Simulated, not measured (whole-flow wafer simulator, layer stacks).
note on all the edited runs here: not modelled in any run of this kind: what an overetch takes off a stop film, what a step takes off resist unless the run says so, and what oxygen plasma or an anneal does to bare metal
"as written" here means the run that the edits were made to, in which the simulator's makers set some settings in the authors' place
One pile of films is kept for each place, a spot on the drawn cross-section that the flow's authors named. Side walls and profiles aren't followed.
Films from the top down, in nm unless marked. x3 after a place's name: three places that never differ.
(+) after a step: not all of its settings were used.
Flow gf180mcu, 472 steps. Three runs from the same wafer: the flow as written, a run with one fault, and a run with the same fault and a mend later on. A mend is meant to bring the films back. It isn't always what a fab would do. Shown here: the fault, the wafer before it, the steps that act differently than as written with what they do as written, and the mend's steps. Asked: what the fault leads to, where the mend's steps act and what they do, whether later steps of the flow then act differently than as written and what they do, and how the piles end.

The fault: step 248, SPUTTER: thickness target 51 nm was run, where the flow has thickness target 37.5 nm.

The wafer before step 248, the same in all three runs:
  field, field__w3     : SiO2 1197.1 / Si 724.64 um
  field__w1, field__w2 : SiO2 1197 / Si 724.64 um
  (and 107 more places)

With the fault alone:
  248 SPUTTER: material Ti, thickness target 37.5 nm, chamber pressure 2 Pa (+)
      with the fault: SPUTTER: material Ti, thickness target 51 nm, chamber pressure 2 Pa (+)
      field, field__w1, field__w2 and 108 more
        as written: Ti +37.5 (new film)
        with the fault: Ti +51 (new film)
  Later steps of the flow that act differently than as written:
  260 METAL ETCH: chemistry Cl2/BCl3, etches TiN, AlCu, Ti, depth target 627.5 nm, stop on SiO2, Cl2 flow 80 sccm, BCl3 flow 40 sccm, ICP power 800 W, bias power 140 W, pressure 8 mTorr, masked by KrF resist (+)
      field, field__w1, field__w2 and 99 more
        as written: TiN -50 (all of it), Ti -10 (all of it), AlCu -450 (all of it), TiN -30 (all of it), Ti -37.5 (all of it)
        with the fault: TiN -50 (all of it), Ti -10 (all of it), AlCu -450 (all of it), TiN -30 (all of it), Ti -51 (all of it)
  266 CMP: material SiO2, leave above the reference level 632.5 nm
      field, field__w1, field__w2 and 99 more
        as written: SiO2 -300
        with the fault: SiO2 -286.5
  At the end the piles differ from the flow's by more than 2% or 0.5 nm, whichever is larger, at field__w8, contact, m1 and 6 more.
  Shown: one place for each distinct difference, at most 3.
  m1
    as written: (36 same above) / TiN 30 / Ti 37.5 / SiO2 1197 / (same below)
    with the fault: (36 same above) / TiN 30 / Ti 51 / SiO2 1197 / (same below)
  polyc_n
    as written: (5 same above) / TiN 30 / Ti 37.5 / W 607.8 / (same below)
    with the fault: (5 same above) / TiN 30 / Ti 51 / W 607.8 / (same below)
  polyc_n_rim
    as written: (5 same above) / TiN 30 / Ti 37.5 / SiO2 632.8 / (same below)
    with the fault: (5 same above) / TiN 30 / Ti 51 / SiO2 632.8 / (same below)

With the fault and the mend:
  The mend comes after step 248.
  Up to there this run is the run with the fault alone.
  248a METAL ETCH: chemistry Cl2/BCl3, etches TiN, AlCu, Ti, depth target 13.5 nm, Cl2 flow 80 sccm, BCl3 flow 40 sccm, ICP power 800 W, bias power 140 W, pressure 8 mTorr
      field, field__w1, field__w2 and 108 more
        Ti -13.5
  No later step of the flow acts differently than as written at any place that is followed.
  At the end the piles are the same as the flow's at every place that both follow.
